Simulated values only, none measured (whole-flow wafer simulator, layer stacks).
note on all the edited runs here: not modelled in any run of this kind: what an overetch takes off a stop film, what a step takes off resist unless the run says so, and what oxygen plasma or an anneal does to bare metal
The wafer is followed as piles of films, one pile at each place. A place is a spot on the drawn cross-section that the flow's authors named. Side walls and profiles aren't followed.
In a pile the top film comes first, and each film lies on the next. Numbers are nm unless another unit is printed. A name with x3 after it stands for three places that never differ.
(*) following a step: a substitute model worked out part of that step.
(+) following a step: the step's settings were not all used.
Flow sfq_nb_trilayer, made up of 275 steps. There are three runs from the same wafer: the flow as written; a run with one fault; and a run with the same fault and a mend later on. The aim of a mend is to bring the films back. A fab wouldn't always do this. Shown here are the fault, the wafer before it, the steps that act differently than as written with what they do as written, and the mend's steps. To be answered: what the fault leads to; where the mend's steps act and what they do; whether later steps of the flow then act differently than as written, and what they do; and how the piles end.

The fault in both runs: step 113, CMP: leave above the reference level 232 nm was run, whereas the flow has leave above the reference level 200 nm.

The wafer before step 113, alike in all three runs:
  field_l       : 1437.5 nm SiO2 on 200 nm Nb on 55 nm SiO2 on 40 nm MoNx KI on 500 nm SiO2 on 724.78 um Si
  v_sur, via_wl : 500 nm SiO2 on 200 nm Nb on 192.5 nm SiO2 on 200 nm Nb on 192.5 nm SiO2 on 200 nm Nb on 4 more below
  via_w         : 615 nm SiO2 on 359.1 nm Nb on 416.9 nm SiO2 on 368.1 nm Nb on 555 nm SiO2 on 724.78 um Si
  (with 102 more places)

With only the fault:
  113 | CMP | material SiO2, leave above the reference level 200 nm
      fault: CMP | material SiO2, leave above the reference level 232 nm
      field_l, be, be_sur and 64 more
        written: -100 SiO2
        fault: -68 SiO2
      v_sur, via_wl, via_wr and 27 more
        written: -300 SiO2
        fault: -268 SiO2
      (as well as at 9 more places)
  Steps further on in the flow that do not act as written (3 more steps, not shown, differ only slightly: by at most 2% or 0.5 nm, whichever is larger):
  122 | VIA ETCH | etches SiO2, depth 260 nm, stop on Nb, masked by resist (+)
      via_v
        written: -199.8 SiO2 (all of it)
        fault: -231.8 SiO2 (all of it)
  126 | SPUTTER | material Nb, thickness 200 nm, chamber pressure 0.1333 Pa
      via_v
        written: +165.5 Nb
        fault: +158.7 Nb
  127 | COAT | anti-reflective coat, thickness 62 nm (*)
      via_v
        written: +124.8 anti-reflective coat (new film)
        fault: +131.6 anti-reflective coat (new film)
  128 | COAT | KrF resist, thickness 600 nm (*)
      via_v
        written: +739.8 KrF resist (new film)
        fault: +766.4 KrF resist (new film)
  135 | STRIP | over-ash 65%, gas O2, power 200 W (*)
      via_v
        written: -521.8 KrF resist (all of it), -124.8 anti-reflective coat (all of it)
        fault: -548.4 KrF resist (all of it), -131.6 anti-reflective coat (all of it)
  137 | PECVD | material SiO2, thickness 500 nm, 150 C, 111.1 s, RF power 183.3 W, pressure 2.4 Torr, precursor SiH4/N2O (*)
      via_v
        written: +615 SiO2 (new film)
        fault: +653.9 SiO2 (new film)
  By the end, the piles at v_sur, via_wl, via_w and 36 more depart from the flow's by more than 2% or 0.5 nm, whichever is larger.
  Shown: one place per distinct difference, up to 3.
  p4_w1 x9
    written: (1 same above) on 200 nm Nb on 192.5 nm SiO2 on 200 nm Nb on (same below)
    fault: (1 same above) on 200 nm Nb on 224.5 nm SiO2 on 200 nm Nb on (same below)
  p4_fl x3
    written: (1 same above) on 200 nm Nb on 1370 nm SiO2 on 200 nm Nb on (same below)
    fault: (1 same above) on 200 nm Nb on 1402 nm SiO2 on 200 nm Nb on (same below)
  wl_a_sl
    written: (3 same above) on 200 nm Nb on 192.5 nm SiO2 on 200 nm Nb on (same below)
    fault: (3 same above) on 200 nm Nb on 224.5 nm SiO2 on 200 nm Nb on (same below)

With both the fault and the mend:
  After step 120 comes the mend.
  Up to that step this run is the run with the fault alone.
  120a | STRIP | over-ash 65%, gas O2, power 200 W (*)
      field_l, v_sur, via_wl and 102 more
        -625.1 KrF resist (all of it), -62 anti-reflective coat (all of it)
      via_v
        -62 anti-reflective coat (all of it)
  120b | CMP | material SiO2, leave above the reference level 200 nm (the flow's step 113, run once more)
      field_l, v_sur, via_wl and 103 more
        -32 SiO2
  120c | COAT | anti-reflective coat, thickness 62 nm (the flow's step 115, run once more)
      field_l, v_sur, via_wl and 103 more
        +62 anti-reflective coat (new film)
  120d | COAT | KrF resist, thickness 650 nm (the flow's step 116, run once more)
      field_l, v_sur, via_wl and 103 more
        +650 KrF resist (new film)
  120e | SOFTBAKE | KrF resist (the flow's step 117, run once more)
      leaves every film unchanged at each place that is followed
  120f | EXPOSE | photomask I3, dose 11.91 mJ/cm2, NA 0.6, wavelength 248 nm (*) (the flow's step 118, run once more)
      leaves every film unchanged at each place that is followed
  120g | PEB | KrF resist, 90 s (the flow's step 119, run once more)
      field_l, v_sur, via_wl and 103 more
        -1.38 KrF resist
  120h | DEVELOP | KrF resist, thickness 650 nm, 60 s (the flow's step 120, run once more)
      field_l, v_sur, via_wl and 102 more
        -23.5 KrF resist
      via_v
        -648.6 KrF resist (all of it)
  Every later step of the flow that is run acts as written at every place that is followed.
  By the end, the piles equal the flow's at every place that both follow.
